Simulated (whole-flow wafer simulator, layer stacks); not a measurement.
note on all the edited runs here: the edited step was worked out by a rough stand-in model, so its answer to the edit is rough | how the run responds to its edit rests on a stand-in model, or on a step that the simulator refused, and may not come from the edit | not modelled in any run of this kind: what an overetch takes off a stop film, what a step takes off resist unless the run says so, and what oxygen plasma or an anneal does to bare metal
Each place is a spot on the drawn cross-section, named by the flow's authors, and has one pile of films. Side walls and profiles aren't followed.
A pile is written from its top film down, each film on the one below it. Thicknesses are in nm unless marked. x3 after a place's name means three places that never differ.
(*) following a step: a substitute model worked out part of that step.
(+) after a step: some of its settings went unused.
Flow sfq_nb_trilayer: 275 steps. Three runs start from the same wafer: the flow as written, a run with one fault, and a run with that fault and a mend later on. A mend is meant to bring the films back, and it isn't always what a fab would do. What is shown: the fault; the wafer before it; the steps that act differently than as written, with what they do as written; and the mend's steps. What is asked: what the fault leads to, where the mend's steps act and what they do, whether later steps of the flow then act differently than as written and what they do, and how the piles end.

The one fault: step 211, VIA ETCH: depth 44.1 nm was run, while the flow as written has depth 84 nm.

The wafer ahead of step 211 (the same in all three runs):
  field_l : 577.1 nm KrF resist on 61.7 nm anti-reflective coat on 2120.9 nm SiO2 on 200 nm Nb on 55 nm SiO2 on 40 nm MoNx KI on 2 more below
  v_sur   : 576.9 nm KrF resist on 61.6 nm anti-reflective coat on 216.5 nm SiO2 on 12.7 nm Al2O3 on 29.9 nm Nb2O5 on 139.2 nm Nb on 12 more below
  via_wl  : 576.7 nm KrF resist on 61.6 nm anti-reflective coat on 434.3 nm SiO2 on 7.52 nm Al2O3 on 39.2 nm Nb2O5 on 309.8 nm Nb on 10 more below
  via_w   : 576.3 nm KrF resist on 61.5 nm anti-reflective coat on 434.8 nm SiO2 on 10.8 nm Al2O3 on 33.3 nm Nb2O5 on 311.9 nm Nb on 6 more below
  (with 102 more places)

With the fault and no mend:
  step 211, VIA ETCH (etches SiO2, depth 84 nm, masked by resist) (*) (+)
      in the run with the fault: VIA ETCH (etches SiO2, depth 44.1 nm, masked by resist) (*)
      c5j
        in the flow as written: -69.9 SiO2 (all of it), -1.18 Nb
        in the run with the fault: -44.1 SiO2
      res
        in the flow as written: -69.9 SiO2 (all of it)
        in the run with the fault: -44.1 SiO2
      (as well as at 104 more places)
  Steps later in the flow that act otherwise than as written (not shown: 5 more steps that differ only slightly, by at most 2% or 0.5 nm, whichever is larger):
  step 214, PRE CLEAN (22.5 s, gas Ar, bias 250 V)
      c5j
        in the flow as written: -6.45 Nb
        in the run with the fault: -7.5 SiO2
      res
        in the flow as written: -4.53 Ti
        in the run with the fault: -7.5 SiO2
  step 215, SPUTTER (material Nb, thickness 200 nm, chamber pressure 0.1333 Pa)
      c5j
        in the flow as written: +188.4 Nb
        in the run with the fault: +195.6 Nb (new film)
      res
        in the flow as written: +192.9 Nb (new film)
        in the run with the fault: +197.3 Nb (new film)
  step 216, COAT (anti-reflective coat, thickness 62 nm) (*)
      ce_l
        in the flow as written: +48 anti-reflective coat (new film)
        in the run with the fault: +54.7 anti-reflective coat (new film)
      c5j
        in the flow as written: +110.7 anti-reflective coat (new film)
        in the run with the fault: +92.4 anti-reflective coat (new film)
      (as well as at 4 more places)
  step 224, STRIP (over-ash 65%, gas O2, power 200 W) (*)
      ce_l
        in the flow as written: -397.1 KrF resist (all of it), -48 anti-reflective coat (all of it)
        in the run with the fault: -393.1 KrF resist (all of it), -54.7 anti-reflective coat (all of it)
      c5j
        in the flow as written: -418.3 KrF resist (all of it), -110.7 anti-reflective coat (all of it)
        in the run with the fault: -406.7 KrF resist (all of it), -92.4 anti-reflective coat (all of it)
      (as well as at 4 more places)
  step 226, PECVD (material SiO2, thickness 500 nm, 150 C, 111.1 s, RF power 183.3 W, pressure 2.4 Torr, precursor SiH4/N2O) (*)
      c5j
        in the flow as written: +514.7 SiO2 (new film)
        in the run with the fault: +500 SiO2 (new film)
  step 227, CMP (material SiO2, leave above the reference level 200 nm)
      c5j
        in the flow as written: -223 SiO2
        in the run with the fault: -241.4 SiO2
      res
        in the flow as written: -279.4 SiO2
        in the run with the fault: -306.6 SiO2
  By the end, the piles at c5j, res depart from the flow's by more than 2% or 0.5 nm, whichever is larger.
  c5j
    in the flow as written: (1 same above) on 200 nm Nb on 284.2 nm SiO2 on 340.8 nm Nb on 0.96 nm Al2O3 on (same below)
    in the run with the fault: (1 same above) on 200 nm Nb on 251.1 nm SiO2 on 195.6 nm Nb on 18.3 nm SiO2 on 160 nm Nb on 0.96 nm Al2O3 on (same below)
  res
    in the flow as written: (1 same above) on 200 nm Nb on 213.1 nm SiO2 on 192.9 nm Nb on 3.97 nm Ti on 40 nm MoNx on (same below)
    in the run with the fault: (1 same above) on 200 nm Nb on 185.9 nm SiO2 on 197.3 nm Nb on 18.3 nm SiO2 on 8.5 nm Ti on 40 nm MoNx on (same below)

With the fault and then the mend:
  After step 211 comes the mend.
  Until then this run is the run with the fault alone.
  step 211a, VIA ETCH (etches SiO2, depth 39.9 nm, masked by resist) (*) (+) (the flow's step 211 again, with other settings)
      field_l, v_sur, via_wl and 101 more
        -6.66 KrF resist
      c5j
        -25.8 SiO2 (all of it), -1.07 Nb
      res
        -25.8 SiO2 (all of it)
  None of the later steps of the flow differs from how it acts as written, at any place that is followed, by more than 2% or 0.5 nm, whichever is larger.
  When the end is reached, the piles differ only a little from the flow's at the places that both follow, at most by 2% or 0.5 nm, whichever is larger.
